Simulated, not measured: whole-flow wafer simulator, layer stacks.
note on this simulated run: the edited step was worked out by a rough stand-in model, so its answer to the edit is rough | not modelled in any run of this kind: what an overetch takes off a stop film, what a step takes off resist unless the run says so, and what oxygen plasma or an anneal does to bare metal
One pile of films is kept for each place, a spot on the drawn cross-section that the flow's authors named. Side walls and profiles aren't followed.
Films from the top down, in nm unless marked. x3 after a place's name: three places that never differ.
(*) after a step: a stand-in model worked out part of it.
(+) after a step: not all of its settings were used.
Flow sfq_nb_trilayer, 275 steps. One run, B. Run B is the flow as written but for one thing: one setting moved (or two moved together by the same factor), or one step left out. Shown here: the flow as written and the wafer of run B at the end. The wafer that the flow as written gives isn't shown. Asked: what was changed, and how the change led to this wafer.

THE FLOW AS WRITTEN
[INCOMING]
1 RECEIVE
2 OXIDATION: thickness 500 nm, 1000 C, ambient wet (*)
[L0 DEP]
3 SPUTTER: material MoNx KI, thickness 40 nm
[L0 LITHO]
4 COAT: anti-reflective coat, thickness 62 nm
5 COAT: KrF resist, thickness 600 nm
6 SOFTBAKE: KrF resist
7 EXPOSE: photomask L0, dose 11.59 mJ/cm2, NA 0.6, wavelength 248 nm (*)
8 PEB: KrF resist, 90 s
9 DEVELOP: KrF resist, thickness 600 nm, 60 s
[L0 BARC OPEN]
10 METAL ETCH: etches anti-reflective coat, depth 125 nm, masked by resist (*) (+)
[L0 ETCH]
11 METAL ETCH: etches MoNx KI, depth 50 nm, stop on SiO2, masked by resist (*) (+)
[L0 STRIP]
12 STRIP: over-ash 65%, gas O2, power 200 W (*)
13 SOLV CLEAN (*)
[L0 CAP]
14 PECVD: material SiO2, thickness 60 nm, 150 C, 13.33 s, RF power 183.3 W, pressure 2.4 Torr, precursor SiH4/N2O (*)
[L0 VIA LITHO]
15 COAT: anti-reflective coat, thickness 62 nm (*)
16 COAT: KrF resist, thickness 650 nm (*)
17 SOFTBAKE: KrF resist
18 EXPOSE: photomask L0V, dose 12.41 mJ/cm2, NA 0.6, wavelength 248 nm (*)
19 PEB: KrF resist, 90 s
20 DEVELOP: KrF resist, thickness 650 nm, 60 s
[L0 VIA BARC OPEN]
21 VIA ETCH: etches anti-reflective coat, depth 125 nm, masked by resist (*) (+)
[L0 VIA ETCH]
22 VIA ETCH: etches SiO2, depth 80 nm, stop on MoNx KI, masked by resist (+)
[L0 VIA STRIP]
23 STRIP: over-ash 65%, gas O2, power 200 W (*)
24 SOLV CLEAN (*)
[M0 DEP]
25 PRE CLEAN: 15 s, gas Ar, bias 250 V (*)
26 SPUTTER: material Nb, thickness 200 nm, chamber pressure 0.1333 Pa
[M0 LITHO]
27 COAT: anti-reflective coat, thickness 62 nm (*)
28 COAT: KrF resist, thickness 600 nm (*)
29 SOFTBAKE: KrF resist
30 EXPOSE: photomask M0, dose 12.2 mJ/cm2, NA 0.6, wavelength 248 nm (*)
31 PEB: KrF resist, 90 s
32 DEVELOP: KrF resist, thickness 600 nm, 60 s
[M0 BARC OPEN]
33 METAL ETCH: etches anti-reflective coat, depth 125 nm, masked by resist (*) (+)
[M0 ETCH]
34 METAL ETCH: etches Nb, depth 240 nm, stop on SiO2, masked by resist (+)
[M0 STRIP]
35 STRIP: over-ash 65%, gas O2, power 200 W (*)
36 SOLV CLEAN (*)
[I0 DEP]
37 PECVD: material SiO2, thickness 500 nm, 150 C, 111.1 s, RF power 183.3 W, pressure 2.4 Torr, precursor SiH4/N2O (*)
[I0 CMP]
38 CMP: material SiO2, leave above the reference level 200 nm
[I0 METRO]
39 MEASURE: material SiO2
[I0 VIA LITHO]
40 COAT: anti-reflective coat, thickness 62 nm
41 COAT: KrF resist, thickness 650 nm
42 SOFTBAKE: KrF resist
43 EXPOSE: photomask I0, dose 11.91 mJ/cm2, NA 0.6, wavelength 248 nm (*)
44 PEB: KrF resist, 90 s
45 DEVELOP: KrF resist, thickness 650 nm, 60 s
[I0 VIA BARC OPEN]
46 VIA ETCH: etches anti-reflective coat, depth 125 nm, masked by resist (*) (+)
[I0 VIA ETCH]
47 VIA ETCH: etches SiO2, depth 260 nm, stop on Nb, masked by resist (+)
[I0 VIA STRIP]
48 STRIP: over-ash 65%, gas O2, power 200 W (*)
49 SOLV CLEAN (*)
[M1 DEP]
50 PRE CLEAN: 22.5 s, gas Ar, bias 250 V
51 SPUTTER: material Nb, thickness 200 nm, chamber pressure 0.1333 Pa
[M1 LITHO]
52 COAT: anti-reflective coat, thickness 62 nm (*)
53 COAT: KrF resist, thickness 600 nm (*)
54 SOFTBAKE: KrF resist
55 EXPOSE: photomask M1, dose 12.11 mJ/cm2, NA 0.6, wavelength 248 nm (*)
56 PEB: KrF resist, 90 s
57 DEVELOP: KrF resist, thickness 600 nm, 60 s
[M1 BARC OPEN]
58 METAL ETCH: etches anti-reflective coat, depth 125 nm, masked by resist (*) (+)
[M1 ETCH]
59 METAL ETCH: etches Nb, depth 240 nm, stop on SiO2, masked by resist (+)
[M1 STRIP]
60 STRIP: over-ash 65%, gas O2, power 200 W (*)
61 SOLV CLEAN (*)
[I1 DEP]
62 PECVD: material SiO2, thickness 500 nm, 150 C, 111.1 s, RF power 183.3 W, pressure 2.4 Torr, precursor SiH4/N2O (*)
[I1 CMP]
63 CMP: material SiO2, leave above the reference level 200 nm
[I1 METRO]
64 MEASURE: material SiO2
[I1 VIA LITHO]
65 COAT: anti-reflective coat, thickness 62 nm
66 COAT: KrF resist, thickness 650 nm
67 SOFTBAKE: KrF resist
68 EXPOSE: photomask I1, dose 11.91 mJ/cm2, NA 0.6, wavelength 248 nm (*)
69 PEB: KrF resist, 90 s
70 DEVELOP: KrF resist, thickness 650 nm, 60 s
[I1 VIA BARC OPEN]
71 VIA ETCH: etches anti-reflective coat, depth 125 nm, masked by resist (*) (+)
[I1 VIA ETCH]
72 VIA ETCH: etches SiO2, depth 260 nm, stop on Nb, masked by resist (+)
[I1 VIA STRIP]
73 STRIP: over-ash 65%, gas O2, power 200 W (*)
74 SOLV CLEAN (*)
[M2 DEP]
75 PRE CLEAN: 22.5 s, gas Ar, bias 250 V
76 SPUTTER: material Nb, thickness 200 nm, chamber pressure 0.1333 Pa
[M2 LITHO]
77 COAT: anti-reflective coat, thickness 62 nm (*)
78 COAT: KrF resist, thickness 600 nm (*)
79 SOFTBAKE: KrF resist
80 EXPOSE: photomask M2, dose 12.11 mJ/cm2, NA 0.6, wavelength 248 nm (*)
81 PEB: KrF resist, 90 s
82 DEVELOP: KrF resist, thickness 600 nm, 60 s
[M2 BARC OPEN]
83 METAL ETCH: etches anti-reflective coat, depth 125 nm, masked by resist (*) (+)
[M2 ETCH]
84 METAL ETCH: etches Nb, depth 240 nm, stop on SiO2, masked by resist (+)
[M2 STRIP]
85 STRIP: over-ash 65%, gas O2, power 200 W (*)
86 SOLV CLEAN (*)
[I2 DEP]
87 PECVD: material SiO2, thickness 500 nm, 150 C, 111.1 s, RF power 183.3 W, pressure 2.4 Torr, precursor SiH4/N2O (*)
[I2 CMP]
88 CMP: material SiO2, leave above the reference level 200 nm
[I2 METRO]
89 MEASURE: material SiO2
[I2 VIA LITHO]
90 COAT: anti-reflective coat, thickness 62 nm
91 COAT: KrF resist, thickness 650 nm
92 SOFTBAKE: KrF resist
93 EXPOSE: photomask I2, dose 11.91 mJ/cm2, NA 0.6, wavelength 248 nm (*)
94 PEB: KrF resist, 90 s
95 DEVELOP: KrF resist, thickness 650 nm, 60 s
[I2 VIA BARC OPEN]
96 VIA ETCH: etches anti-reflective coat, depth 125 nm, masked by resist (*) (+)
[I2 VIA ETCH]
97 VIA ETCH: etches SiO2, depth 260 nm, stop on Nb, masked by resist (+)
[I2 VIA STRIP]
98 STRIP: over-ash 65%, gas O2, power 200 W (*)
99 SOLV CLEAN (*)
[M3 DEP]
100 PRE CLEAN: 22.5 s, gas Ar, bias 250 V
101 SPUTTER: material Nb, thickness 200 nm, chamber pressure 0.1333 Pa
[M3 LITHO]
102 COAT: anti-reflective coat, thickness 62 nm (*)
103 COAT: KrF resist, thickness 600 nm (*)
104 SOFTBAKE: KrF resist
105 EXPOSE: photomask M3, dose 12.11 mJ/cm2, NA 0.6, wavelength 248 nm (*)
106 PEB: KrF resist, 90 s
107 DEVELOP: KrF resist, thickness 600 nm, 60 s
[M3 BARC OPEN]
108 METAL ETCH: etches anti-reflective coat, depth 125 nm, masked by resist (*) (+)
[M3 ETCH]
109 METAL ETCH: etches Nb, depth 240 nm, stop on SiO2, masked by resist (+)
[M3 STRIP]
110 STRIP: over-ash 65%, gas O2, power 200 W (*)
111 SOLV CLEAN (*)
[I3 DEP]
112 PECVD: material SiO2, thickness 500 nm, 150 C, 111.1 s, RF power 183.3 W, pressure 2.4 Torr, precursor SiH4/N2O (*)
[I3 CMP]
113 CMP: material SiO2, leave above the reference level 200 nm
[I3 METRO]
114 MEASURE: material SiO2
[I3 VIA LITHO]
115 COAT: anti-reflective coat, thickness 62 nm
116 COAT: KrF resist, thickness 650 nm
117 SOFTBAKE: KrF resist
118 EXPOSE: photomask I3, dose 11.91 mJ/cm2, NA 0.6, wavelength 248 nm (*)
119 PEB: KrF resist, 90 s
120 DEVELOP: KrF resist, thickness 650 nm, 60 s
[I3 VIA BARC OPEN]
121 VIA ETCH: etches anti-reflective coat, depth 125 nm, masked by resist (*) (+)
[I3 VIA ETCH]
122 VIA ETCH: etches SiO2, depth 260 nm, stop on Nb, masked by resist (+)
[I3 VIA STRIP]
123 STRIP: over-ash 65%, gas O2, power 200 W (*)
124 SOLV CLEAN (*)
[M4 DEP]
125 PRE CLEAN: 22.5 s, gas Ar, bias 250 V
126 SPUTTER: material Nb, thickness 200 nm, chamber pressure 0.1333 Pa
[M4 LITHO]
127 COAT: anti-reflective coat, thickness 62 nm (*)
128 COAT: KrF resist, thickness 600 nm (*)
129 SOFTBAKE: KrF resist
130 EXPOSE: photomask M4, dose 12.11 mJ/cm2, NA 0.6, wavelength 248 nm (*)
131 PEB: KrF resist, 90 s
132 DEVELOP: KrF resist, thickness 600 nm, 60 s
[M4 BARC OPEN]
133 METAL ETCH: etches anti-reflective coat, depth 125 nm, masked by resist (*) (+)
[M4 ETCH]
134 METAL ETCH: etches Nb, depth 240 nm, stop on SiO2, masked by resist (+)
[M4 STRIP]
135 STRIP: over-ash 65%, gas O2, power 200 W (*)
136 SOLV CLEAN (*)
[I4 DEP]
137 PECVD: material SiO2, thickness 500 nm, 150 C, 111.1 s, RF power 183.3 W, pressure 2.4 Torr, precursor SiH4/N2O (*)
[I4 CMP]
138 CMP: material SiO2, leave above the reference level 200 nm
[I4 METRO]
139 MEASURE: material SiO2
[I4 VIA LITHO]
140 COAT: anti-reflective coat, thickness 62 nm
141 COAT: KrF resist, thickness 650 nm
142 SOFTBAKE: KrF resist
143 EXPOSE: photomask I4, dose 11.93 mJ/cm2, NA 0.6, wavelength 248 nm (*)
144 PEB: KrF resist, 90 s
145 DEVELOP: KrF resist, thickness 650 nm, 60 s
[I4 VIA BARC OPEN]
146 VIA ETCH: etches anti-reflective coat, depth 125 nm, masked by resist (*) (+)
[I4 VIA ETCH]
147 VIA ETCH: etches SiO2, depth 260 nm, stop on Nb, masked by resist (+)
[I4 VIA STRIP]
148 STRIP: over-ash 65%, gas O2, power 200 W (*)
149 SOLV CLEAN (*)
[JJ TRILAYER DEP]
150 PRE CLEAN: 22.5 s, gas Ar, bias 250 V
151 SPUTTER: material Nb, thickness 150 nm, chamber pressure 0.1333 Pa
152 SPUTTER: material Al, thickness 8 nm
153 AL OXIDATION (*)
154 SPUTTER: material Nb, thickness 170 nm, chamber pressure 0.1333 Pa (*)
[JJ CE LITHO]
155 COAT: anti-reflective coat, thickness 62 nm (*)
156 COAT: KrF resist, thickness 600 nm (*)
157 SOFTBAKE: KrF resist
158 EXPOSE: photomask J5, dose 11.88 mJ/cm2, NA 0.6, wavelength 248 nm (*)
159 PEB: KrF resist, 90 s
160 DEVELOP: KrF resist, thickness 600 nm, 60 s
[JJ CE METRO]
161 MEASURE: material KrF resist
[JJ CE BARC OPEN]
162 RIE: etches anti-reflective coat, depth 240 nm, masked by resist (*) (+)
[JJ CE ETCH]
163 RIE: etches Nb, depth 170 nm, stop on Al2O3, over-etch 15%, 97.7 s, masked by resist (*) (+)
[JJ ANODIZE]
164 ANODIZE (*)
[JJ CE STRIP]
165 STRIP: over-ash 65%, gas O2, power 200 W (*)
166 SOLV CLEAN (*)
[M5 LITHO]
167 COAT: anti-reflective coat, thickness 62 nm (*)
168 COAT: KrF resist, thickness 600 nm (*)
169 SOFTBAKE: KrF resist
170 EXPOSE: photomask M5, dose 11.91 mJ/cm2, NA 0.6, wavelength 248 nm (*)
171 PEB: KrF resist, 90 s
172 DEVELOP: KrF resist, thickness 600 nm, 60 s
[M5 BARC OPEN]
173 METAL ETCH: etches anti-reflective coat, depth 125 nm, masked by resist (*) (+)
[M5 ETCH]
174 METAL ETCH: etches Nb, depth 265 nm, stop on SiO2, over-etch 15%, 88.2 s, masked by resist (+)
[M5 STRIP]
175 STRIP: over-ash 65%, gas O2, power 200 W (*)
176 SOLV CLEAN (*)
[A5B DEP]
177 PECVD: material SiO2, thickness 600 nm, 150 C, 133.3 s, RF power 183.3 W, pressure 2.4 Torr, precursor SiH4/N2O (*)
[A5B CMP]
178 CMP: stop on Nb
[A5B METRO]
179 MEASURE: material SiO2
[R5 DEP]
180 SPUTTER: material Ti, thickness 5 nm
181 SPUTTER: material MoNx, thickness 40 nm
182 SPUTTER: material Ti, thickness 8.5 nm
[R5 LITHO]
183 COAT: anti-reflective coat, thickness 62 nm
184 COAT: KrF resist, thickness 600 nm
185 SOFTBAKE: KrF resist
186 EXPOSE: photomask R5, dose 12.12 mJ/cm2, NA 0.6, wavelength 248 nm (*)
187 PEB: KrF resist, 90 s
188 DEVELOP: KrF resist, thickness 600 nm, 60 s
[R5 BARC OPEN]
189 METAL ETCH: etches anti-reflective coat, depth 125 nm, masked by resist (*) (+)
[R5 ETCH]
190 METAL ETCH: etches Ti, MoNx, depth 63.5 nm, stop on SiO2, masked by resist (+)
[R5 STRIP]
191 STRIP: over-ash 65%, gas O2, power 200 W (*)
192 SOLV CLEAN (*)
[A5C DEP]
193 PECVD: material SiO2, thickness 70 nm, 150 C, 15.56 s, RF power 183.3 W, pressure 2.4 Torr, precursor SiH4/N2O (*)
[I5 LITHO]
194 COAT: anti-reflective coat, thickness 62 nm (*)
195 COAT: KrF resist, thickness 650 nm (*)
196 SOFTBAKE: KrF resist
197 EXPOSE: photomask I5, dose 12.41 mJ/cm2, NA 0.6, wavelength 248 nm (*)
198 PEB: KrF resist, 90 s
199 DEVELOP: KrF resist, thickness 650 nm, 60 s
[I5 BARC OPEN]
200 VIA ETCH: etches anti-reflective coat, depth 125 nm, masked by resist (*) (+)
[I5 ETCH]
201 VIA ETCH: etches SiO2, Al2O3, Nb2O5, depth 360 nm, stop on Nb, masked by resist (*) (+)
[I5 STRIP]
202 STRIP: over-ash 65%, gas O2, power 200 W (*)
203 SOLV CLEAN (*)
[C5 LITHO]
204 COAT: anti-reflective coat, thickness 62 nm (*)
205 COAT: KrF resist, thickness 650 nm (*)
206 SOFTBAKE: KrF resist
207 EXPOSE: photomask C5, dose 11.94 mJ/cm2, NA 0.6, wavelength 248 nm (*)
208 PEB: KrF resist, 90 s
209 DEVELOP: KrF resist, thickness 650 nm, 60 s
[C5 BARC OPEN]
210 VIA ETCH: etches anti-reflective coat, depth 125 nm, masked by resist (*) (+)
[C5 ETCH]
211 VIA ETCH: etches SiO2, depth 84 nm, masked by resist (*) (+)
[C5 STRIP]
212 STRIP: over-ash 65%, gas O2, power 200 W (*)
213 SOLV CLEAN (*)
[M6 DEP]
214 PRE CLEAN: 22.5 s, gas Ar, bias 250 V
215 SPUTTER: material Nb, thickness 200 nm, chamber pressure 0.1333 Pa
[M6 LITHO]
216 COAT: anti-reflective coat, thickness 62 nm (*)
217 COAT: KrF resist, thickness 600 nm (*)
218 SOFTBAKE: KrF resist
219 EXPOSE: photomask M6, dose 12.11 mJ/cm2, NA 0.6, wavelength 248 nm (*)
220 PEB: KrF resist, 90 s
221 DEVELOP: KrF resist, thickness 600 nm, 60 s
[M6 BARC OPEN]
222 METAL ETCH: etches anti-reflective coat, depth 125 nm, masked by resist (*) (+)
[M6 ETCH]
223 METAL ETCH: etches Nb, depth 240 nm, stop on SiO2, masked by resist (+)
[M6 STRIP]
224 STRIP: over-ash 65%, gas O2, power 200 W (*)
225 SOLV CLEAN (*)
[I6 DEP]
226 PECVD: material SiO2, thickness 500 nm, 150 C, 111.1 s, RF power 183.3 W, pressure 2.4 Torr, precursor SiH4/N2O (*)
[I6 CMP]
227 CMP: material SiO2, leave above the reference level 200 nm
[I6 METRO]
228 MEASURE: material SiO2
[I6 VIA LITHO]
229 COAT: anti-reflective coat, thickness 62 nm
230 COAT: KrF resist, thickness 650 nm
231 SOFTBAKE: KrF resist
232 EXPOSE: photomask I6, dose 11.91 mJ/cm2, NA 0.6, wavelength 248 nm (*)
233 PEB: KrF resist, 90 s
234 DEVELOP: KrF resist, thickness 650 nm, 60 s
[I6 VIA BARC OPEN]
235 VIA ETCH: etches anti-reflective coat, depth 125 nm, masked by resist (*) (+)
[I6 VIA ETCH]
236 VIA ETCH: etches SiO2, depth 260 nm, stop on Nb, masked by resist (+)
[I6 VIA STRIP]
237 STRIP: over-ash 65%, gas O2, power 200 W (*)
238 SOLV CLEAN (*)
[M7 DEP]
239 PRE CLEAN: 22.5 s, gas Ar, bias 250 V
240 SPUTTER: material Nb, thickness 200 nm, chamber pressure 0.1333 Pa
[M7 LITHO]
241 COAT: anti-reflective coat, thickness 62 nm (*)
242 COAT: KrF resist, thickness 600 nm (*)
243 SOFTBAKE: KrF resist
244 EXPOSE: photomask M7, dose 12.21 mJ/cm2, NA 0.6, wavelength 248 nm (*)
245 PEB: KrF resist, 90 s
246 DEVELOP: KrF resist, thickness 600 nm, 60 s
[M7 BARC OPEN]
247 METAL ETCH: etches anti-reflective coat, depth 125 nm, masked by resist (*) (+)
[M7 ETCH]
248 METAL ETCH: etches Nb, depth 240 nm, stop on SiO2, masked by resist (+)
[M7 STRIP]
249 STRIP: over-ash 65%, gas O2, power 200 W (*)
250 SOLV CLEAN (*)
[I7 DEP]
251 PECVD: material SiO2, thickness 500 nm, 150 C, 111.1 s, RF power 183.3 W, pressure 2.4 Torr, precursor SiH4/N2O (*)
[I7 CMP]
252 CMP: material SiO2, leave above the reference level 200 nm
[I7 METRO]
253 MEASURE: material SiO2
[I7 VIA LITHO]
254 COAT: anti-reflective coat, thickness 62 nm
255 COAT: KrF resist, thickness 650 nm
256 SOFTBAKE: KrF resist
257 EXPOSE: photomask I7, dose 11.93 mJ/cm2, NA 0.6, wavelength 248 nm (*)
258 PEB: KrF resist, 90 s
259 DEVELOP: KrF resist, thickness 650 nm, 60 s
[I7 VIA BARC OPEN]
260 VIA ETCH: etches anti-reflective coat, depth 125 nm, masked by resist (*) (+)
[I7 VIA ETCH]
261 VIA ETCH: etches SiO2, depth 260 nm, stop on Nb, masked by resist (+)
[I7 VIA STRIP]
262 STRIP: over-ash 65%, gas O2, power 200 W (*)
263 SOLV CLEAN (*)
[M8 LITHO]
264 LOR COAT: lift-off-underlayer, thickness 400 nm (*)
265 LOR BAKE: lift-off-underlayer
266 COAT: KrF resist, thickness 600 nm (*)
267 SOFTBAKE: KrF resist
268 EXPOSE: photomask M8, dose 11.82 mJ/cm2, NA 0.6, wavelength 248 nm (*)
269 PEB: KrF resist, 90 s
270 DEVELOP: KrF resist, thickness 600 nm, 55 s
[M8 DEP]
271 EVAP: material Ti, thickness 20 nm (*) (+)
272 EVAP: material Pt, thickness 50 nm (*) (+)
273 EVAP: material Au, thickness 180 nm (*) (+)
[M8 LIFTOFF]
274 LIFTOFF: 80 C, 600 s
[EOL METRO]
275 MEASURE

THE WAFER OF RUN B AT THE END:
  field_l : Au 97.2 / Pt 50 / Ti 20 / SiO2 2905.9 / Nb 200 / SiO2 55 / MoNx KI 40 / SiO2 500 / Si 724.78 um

The cause: step 273, EVAP: thickness 97.2 nm was run, where the flow has thickness 180 nm.
It can be read off the wafer: field_l has Au 97.2, and step 273 as written asks for 180 nm.

How the change led to this, step by step:
  273 EVAP: material Au, thickness 180 nm (*) (+)
      field_l, v_sur, via_wl and 103 more: Au +97.2 (new film) (as written it would be: Au +180 (new film))
  274 LIFTOFF: 80 C, 600 s
      p4_fl, p4_fm, p4_w1 and 71 more: Au -97.2 (all of it), Pt -50 (all of it), Ti -20 (all of it), KrF resist -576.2 (all of it), lift-off-underlayer -400 (all of it) (as written it would be: Au -180 (all of it), Pt -50 (all of it), Ti -20 (all of it), KrF resist -576.2 (all of it), lift-off-underlayer -400 (all of it))
      c5j, ce_r: Au -97.2 (all of it), Pt -50 (all of it), Ti -20 (all of it), KrF resist -573.3 (all of it), lift-off-underlayer -399.3 (all of it) (as written it would be: Au -180 (all of it), Pt -50 (all of it), Ti -20 (all of it), KrF resist -573.3 (all of it), lift-off-underlayer -399.3 (all of it))
      (and at 19 more places)
